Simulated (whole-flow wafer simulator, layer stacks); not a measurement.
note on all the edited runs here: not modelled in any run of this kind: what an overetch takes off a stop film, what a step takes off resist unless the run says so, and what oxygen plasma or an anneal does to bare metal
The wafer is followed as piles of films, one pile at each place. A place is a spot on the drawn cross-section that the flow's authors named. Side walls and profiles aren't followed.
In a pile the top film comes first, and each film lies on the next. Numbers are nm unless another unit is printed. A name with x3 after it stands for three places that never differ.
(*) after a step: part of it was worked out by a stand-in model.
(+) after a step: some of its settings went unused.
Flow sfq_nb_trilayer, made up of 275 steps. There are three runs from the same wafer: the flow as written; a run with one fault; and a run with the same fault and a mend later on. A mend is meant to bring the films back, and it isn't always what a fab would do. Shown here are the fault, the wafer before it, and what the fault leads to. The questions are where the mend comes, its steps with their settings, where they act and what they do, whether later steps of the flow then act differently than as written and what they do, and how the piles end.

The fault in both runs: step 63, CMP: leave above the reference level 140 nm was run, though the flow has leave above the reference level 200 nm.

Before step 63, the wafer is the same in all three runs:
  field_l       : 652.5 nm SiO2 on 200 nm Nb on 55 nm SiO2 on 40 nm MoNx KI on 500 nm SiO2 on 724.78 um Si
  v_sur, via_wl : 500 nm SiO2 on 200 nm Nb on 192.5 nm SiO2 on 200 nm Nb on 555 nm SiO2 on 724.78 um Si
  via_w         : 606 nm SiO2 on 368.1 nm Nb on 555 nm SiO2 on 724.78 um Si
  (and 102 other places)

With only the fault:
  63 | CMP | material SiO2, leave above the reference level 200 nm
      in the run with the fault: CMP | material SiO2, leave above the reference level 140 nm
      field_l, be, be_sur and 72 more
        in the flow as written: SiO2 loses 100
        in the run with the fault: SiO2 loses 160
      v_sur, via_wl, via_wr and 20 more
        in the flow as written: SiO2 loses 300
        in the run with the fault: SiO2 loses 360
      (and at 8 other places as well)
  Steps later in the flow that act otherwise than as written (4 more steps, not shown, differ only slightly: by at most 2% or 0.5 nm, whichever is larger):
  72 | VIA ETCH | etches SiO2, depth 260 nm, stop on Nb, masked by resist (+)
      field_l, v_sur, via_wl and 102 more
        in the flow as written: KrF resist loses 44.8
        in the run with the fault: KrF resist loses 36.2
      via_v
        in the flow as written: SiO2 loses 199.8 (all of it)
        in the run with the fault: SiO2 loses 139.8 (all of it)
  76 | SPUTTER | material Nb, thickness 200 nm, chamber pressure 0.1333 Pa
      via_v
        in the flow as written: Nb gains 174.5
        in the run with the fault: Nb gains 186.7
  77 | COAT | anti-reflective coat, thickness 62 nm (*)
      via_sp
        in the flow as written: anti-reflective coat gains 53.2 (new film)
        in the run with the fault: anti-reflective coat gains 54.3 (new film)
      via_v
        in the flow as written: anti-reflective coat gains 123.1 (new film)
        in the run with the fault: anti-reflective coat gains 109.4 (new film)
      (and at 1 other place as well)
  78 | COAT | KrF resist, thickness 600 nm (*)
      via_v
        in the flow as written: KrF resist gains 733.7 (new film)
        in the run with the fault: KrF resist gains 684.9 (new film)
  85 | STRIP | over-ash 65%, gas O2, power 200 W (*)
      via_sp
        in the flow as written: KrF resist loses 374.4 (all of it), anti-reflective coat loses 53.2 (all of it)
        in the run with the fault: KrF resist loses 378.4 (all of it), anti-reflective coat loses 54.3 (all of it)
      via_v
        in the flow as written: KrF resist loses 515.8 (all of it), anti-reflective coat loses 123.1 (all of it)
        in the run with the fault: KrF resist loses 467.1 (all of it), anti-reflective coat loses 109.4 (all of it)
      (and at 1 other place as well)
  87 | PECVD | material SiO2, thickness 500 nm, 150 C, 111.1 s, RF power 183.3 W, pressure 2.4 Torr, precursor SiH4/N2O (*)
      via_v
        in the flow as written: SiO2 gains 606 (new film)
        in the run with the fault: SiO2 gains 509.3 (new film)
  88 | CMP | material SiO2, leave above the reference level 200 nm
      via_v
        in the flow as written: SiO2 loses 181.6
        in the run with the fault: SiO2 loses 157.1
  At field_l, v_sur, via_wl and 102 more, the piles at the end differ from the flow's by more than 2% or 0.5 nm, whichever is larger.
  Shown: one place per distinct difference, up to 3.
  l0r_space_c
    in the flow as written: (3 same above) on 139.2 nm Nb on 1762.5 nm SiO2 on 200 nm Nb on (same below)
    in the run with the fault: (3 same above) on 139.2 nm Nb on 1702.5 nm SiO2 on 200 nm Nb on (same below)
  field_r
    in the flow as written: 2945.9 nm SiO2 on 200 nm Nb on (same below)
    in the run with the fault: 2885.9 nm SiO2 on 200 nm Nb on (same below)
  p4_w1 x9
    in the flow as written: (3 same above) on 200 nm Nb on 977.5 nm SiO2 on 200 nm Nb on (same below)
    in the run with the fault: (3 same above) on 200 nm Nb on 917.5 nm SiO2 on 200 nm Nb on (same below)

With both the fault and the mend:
  After step 70 comes the mend.
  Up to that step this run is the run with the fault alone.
  70a | STRIP | over-ash 65%, gas O2, power 200 W (*)
      field_l, v_sur, via_wl and 102 more
        KrF resist loses 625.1 (all of it), anti-reflective coat loses 62 (all of it)
      via_v
        anti-reflective coat loses 62 (all of it)
  70b | PECVD | material SiO2, thickness 60 nm, 150 C, 13.33 s, RF power 183.3 W, pressure 2.4 Torr, precursor SiH4/N2O (the flow's step 62 again, with other settings)
      field_l, v_sur, via_wl and 103 more
        SiO2 gains 60
  70c | COAT | anti-reflective coat, thickness 62 nm (the flow's step 65 again)
      field_l, v_sur, via_wl and 103 more
        anti-reflective coat gains 62 (new film)
  70d | COAT | KrF resist, thickness 650 nm (the flow's step 66 again)
      field_l, v_sur, via_wl and 103 more
        KrF resist gains 650 (new film)
  70e | SOFTBAKE | KrF resist (the flow's step 67 again)
      alters no film at any place that is followed
  70f | EXPOSE | photomask I1, dose 11.91 mJ/cm2, NA 0.6, wavelength 248 nm (*) (the flow's step 68 again)
      alters no film at any place that is followed
  70g | PEB | KrF resist, 90 s (the flow's step 69 again)
      field_l, v_sur, via_wl and 103 more
        KrF resist loses 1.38
  70h | DEVELOP | KrF resist, thickness 650 nm, 60 s (the flow's step 70 again)
      field_l, v_sur, via_wl and 102 more
        KrF resist loses 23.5
      via_v
        KrF resist loses 648.6 (all of it)
  Every later step of the flow that is run acts as written, at every place that is followed, to within 2% or 0.5 nm, whichever is larger.
  When the end is reached, the piles differ only a little from the flow's at the places that both follow, at most by 2% or 0.5 nm, whichever is larger.
